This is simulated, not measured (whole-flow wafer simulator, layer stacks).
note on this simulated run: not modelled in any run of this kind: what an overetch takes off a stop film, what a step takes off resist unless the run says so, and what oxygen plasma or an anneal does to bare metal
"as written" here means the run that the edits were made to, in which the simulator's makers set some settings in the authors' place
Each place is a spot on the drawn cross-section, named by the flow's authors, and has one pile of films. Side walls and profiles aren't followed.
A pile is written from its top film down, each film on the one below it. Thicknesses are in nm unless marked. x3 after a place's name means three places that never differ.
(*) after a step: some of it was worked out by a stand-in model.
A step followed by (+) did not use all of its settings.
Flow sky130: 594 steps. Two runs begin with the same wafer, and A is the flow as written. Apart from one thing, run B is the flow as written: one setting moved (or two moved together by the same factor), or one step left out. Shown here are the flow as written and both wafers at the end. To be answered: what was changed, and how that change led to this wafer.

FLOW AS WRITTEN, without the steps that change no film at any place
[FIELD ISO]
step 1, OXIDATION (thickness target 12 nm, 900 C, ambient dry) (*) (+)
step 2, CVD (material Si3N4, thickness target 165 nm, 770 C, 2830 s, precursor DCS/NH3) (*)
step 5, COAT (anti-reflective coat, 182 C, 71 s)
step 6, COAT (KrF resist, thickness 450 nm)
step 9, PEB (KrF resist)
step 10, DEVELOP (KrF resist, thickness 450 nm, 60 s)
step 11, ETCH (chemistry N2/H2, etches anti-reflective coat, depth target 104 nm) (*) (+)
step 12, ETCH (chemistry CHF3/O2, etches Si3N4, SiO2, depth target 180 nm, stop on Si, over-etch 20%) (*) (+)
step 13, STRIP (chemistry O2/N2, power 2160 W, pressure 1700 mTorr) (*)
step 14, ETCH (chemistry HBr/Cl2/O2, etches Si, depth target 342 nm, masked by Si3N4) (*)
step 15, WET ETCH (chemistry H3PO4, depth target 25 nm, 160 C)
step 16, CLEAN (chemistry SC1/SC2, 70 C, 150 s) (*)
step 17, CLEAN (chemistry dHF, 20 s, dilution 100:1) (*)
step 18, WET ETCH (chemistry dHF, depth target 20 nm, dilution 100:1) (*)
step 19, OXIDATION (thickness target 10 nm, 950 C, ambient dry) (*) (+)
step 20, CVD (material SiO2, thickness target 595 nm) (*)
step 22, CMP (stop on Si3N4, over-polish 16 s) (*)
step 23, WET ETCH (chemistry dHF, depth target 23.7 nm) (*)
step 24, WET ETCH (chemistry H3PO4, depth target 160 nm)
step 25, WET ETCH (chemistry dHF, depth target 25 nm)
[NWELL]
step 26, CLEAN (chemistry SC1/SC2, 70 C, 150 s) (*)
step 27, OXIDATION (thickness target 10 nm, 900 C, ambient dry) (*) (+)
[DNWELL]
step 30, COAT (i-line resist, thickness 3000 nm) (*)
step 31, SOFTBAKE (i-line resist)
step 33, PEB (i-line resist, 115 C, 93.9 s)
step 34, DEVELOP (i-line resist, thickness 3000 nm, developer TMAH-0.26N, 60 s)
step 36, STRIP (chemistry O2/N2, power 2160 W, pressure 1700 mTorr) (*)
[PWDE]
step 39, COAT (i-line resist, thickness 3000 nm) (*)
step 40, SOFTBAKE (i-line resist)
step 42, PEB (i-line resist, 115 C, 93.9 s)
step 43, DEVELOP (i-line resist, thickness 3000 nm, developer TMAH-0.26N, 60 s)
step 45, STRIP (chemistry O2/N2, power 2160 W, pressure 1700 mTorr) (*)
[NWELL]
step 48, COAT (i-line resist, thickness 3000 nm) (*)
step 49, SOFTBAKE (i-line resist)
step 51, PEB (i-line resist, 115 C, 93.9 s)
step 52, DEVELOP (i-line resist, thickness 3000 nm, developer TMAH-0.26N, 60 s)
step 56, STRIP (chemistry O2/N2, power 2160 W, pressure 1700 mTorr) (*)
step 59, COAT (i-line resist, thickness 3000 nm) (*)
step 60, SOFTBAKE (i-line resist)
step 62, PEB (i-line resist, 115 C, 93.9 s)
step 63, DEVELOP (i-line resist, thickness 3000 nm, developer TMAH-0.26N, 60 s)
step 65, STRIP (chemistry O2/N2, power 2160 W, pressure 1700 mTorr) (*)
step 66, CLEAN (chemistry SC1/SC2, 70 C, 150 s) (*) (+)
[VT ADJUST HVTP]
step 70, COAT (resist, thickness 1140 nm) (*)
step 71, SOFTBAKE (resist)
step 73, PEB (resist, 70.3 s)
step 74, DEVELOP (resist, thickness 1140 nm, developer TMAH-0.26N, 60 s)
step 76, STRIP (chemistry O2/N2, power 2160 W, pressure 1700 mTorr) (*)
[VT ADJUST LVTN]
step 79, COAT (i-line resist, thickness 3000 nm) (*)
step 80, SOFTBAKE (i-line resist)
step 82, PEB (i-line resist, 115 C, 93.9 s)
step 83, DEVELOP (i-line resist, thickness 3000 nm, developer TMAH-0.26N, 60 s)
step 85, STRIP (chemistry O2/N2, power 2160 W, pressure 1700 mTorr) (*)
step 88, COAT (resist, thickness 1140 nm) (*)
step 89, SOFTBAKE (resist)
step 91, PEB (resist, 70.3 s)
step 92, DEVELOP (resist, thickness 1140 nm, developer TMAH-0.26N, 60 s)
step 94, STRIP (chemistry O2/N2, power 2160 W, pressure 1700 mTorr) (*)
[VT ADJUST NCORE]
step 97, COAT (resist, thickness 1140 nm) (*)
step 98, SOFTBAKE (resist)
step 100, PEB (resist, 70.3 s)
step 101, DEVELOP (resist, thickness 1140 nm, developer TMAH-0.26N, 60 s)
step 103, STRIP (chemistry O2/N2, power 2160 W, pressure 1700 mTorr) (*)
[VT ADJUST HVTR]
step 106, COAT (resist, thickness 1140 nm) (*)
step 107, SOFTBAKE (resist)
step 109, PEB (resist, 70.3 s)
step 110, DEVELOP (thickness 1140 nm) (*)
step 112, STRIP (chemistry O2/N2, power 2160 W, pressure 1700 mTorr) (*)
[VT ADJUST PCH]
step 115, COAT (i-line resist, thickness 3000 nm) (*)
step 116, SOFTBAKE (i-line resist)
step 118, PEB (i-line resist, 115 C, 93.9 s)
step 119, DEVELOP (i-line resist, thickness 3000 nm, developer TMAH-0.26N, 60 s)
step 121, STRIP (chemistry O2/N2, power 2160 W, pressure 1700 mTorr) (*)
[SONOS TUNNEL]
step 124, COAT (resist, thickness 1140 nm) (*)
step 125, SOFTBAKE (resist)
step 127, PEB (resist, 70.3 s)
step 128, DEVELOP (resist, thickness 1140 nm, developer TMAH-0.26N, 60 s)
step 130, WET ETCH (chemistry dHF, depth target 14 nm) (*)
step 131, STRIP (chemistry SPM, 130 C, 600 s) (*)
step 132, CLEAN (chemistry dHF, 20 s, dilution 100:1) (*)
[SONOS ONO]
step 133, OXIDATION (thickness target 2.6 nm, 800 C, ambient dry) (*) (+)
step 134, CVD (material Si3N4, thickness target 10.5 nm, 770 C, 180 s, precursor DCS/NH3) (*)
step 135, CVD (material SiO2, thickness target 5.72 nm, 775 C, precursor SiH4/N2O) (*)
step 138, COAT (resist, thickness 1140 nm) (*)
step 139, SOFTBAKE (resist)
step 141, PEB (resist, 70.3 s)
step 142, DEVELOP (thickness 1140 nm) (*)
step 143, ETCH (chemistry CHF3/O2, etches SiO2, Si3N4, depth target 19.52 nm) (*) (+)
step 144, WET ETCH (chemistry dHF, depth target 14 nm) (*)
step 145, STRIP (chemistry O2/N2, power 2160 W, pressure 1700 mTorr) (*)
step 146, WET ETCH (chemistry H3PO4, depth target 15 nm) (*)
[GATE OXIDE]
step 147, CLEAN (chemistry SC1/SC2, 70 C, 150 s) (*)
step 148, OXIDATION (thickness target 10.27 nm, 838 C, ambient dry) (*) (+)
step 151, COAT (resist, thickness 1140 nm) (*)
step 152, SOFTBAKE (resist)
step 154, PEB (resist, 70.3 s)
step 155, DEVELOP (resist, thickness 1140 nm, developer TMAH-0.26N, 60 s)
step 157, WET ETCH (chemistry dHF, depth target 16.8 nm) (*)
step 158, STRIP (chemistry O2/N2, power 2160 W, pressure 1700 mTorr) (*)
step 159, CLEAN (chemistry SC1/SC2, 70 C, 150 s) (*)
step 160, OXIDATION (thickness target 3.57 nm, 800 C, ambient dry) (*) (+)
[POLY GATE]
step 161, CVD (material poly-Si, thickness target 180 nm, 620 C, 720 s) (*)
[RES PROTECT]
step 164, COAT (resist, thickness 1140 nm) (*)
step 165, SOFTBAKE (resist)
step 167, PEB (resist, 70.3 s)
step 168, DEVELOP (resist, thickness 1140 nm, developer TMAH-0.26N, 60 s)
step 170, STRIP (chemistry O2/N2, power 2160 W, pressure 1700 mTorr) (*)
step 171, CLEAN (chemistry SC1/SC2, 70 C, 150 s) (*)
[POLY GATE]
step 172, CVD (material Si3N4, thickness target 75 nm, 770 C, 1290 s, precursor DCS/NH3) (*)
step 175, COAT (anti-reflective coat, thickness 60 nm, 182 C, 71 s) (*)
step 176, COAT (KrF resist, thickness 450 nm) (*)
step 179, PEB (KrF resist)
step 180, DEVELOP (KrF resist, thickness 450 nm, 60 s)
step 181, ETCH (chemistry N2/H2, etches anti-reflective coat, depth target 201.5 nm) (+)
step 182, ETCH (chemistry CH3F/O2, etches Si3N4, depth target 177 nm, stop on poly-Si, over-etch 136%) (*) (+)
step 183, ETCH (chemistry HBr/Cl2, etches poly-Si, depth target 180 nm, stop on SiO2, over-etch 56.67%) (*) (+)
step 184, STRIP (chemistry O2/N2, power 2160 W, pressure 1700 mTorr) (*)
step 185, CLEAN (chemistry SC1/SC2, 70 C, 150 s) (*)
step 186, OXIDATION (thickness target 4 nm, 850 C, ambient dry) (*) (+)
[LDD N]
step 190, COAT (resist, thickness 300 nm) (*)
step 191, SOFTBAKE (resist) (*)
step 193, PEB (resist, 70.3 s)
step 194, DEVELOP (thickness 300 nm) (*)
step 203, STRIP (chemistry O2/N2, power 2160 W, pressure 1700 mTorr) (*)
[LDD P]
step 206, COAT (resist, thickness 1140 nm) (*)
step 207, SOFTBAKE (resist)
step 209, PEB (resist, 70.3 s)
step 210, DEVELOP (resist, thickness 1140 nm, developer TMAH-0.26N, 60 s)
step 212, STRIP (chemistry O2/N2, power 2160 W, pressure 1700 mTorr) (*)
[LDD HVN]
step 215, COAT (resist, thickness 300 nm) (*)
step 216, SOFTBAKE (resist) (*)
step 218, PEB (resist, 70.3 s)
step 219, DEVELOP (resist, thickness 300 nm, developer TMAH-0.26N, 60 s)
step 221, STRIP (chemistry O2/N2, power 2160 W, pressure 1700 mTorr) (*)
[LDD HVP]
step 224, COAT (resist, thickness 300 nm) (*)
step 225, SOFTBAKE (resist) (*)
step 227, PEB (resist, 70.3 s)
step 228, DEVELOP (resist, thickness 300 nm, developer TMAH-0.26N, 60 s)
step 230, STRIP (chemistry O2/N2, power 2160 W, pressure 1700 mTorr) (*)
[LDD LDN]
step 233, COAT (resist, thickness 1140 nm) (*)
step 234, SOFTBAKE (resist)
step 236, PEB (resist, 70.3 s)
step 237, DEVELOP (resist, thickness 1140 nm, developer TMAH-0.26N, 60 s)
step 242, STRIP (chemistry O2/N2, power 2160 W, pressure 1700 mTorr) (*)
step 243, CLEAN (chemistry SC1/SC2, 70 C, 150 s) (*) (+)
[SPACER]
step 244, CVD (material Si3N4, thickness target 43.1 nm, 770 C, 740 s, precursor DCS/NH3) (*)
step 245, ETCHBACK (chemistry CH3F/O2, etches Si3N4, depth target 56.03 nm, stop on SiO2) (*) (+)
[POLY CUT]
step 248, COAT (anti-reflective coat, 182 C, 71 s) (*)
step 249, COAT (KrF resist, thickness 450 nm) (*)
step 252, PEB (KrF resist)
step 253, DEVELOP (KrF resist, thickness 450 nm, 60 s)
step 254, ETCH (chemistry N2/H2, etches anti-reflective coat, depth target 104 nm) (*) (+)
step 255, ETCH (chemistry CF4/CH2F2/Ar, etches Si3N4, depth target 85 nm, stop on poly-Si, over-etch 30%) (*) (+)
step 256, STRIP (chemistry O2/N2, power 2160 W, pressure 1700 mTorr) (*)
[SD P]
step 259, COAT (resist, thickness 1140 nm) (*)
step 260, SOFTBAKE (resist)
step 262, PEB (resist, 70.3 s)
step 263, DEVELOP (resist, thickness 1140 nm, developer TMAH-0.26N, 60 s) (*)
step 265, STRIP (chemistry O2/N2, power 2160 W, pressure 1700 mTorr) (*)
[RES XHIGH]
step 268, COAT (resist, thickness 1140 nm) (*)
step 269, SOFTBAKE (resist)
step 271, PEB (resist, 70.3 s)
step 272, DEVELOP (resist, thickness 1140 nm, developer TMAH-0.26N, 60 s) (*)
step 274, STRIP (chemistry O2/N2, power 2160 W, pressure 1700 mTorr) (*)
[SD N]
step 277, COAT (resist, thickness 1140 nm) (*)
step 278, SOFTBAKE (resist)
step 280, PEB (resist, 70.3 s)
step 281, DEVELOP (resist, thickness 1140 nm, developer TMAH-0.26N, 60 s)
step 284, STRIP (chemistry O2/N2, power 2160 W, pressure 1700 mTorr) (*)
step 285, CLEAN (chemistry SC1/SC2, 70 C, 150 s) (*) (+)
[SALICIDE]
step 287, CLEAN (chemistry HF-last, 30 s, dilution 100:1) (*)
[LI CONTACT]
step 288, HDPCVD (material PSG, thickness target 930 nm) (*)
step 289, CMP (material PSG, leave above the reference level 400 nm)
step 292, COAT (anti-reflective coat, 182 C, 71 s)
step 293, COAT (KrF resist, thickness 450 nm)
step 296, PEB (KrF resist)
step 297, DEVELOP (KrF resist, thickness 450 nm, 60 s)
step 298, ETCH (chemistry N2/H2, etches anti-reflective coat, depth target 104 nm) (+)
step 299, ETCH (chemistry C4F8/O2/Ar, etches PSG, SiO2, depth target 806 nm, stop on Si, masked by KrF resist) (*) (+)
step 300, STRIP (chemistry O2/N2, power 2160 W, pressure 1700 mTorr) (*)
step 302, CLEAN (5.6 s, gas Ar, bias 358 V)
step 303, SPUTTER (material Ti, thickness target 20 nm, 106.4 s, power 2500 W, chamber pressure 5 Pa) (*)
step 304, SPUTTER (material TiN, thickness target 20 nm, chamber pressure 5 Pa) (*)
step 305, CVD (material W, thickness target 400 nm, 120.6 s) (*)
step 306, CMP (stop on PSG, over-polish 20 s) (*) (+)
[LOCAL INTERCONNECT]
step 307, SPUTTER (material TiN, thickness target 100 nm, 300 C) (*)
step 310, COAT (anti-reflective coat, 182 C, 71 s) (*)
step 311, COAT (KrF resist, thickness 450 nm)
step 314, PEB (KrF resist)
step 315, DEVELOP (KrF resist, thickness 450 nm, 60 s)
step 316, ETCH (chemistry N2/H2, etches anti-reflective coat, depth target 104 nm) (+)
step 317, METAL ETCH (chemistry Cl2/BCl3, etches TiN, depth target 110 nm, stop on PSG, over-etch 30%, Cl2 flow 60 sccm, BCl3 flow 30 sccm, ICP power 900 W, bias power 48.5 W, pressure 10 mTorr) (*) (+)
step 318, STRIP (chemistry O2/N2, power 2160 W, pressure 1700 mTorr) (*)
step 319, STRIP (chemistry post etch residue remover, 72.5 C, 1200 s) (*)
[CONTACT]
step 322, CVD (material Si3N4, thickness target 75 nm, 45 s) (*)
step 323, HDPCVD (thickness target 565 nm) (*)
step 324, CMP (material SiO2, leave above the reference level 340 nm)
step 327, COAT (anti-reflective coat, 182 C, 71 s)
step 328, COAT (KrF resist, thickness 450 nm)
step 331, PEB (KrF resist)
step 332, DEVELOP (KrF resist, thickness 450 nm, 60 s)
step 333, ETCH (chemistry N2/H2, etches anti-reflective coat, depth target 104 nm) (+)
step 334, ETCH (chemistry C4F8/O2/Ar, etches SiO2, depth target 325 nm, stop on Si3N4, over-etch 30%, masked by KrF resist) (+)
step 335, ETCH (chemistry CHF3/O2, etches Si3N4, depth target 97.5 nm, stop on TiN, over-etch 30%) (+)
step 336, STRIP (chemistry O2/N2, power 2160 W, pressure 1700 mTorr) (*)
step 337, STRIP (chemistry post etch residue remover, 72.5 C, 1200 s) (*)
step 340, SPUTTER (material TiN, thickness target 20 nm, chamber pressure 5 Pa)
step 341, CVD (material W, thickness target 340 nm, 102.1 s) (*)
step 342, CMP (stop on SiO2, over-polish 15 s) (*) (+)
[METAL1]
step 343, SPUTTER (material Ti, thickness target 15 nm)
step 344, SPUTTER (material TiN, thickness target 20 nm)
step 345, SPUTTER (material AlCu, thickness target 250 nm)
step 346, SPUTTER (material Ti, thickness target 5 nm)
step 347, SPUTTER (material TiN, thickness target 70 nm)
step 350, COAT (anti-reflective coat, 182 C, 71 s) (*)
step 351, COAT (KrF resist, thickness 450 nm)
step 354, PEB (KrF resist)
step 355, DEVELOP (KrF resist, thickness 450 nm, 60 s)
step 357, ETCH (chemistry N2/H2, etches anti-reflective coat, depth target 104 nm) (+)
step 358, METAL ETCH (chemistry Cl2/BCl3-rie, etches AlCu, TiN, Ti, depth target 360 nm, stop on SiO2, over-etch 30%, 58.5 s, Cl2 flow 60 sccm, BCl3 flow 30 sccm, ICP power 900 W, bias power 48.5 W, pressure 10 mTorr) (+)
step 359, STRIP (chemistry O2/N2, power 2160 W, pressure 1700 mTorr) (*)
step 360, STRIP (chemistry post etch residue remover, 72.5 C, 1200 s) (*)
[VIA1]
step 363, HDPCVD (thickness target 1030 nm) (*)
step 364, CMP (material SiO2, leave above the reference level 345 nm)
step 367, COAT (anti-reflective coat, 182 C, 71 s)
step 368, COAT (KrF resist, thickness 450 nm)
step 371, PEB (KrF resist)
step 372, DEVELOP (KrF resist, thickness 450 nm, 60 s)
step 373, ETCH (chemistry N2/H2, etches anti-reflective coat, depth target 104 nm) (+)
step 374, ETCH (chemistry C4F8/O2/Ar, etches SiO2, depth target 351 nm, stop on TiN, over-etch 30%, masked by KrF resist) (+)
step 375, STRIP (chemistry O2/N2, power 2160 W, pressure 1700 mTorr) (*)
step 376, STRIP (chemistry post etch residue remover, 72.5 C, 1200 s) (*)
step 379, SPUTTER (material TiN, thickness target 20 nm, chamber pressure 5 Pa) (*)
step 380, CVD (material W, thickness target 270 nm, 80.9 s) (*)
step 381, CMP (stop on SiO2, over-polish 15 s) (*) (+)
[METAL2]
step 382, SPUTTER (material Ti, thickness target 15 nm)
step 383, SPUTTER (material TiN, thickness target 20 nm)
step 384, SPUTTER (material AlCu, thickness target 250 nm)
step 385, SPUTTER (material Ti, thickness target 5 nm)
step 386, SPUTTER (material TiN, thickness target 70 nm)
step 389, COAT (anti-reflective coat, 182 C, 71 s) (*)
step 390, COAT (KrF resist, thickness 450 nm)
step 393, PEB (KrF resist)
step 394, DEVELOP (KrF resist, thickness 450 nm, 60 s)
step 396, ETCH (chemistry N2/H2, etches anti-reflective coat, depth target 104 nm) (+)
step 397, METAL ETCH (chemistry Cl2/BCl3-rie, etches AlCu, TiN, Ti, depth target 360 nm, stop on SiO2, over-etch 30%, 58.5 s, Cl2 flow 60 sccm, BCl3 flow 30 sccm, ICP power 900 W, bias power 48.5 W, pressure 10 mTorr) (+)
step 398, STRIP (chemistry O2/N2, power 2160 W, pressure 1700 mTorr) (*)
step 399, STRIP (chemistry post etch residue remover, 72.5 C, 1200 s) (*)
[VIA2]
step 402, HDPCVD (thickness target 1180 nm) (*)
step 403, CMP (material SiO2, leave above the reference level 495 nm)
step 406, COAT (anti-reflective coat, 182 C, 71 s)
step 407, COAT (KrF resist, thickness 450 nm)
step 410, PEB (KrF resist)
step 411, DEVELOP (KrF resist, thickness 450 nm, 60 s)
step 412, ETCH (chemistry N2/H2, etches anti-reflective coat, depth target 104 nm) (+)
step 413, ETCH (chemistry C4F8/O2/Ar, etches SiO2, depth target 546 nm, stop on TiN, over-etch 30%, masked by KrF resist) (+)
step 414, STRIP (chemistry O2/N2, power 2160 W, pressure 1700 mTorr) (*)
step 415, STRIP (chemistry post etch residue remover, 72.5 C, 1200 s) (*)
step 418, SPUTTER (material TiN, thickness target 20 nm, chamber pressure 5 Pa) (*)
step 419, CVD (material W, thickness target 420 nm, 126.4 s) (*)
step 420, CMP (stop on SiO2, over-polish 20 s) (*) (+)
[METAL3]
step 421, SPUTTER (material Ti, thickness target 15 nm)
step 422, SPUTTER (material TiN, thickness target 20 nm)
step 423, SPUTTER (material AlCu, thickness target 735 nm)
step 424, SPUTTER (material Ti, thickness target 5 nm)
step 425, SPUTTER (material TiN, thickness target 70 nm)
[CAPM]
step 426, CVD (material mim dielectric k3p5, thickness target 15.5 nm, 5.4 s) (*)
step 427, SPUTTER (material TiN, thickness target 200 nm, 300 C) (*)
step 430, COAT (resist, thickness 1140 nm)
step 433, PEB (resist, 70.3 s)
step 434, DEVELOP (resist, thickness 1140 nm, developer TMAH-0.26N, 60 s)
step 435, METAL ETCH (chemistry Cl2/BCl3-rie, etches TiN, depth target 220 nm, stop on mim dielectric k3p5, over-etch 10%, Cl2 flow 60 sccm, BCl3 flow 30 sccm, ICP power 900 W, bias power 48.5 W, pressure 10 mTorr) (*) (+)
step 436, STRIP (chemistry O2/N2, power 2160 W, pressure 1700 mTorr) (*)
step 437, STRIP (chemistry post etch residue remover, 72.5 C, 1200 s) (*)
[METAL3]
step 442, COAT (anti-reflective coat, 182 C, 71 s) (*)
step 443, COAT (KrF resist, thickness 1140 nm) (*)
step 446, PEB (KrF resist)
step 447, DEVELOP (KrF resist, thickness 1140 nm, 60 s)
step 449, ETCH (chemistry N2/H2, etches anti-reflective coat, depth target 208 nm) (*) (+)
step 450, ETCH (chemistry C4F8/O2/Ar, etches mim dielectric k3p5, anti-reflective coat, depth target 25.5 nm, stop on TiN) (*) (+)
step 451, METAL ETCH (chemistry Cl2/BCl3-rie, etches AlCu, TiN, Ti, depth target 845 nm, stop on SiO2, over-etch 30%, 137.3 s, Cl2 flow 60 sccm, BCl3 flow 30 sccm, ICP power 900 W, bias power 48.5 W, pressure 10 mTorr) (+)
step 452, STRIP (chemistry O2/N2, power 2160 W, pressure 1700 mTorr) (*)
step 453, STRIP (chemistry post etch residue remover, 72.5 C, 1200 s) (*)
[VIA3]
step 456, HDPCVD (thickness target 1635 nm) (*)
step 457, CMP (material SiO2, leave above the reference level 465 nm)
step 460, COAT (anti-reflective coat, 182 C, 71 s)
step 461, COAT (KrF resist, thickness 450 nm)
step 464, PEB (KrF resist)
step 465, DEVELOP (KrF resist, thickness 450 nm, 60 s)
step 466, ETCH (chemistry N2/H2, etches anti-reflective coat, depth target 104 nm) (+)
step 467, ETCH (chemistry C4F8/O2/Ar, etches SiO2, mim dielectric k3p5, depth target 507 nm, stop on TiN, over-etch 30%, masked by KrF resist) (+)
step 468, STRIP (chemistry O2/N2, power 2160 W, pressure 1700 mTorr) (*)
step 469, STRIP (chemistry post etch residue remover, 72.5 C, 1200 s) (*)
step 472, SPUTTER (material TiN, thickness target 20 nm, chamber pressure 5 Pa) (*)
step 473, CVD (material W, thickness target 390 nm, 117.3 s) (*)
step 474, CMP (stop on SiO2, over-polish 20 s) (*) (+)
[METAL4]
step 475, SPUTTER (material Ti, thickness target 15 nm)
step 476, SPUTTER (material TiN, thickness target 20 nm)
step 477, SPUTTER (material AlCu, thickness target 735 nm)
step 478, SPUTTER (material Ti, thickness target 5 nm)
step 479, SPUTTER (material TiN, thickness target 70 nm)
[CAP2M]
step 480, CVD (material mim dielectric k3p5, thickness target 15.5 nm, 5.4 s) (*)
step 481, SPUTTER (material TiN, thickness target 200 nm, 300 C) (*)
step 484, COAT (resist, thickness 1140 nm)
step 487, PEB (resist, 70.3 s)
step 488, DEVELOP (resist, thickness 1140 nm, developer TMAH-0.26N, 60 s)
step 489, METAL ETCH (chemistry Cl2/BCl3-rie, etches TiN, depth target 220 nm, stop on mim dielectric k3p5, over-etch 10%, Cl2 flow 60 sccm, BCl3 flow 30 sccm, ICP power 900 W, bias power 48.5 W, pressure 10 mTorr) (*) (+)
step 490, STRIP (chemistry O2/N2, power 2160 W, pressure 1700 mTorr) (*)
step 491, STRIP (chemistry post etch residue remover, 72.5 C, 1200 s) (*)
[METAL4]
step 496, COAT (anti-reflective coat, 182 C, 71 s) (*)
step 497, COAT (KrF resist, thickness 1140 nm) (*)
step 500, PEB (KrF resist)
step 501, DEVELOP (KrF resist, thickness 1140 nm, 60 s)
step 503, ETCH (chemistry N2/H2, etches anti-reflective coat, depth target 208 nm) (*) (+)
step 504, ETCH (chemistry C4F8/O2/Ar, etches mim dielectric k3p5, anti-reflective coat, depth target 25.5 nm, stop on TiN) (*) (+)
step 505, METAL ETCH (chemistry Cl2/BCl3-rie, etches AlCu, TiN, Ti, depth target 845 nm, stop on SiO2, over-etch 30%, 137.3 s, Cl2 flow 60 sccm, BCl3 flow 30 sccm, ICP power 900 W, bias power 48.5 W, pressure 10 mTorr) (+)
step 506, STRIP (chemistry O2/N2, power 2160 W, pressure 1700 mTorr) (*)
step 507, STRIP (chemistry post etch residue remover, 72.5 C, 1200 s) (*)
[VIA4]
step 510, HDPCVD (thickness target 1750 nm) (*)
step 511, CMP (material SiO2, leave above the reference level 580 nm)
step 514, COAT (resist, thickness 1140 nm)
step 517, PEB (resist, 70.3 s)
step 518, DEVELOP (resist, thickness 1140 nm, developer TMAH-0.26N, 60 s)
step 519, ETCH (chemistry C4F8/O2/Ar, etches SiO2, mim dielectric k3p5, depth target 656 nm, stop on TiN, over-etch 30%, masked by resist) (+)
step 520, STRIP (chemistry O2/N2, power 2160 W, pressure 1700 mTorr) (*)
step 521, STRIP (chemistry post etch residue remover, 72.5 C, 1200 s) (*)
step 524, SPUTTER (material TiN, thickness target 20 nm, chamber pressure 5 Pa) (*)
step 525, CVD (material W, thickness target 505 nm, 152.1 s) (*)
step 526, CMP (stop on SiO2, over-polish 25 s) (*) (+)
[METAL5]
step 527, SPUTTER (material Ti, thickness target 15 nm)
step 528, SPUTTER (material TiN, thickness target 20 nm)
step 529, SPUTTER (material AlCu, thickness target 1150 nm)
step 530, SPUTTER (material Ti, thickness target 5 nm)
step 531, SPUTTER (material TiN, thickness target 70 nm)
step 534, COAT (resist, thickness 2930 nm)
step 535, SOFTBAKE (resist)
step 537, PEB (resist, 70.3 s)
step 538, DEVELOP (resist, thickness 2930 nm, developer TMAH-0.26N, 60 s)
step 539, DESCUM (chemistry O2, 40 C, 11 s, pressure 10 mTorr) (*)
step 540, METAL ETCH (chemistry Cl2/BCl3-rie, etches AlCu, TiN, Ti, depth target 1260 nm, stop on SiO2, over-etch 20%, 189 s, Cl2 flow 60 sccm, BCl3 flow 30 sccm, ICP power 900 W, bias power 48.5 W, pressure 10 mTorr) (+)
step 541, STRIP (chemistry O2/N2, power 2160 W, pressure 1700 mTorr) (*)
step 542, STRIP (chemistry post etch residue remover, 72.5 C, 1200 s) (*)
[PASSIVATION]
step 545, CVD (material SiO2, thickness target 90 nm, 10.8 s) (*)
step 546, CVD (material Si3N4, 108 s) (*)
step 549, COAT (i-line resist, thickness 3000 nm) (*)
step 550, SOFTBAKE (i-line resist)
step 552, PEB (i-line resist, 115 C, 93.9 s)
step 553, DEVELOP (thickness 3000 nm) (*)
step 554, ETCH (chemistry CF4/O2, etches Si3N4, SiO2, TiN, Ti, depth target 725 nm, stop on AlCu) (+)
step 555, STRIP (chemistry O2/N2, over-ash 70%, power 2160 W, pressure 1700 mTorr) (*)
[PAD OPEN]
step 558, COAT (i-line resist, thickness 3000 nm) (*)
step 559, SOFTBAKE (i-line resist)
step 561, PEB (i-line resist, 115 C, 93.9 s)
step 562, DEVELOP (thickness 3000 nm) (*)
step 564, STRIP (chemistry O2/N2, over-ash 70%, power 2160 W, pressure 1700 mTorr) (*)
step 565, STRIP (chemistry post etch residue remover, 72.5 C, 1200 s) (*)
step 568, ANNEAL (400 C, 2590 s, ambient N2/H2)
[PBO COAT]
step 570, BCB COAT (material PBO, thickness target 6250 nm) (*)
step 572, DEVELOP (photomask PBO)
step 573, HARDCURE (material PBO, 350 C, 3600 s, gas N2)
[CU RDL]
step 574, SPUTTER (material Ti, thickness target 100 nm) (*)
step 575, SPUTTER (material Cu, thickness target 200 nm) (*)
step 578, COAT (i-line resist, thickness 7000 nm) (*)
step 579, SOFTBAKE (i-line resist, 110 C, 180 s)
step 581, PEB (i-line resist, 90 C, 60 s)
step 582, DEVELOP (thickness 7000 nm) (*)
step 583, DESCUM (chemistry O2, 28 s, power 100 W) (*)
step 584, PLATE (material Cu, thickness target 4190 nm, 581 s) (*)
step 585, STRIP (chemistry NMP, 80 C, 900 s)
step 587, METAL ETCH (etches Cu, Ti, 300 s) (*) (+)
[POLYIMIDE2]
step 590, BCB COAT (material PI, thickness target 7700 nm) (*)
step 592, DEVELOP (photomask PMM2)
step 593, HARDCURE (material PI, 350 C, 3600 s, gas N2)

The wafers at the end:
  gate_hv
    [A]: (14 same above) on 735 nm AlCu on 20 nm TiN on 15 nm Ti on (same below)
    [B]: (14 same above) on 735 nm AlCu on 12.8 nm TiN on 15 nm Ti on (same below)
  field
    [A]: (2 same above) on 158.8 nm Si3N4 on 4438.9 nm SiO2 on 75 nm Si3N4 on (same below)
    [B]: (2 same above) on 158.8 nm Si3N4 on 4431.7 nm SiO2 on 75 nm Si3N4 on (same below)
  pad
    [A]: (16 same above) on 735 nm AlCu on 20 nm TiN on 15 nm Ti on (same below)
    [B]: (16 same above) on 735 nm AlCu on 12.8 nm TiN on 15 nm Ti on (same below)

What caused this: step 422, SPUTTER: thickness target 12.8 nm was run, though the flow has thickness target 20 nm.
One can read it off the wafer: gate_hv has TiN 12.8, and step 422 as written asks for 20 nm.

Step by step, how the change led to this:
  step 422, SPUTTER (material TiN, thickness target 20 nm)
      field, active, n_well and 188 more: A +20 TiN (new film) | B +12.8 TiN (new film)
  step 451, METAL ETCH (chemistry Cl2/BCl3-rie, etches AlCu, TiN, Ti, depth target 845 nm, stop on SiO2, over-etch 30%, 137.3 s, Cl2 flow 60 sccm, BCl3 flow 30 sccm, ICP power 900 W, bias power 48.5 W, pressure 10 mTorr) (+)
      field, gate, spacer and 68 more: A -70 TiN (all of it), -5 Ti (all of it), -735 AlCu (all of it), -20 TiN (all of it), -15 Ti (all of it), -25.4 SiO2 | B -70 TiN (all of it), -5 Ti (all of it), -735 AlCu (all of it), -12.8 TiN (all of it), -15 Ti (all of it), -26.1 SiO2
      active, vpp_ln, vpp_iso2 and 11 more: A -70 TiN (all of it), -5 Ti (all of it), -735 AlCu (all of it), -20 TiN (all of it), -15 Ti (all of it), -25.3 SiO2 | B -70 TiN (all of it), -5 Ti (all of it), -735 AlCu (all of it), -12.8 TiN (all of it), -15 Ti (all of it), -26.1 SiO2
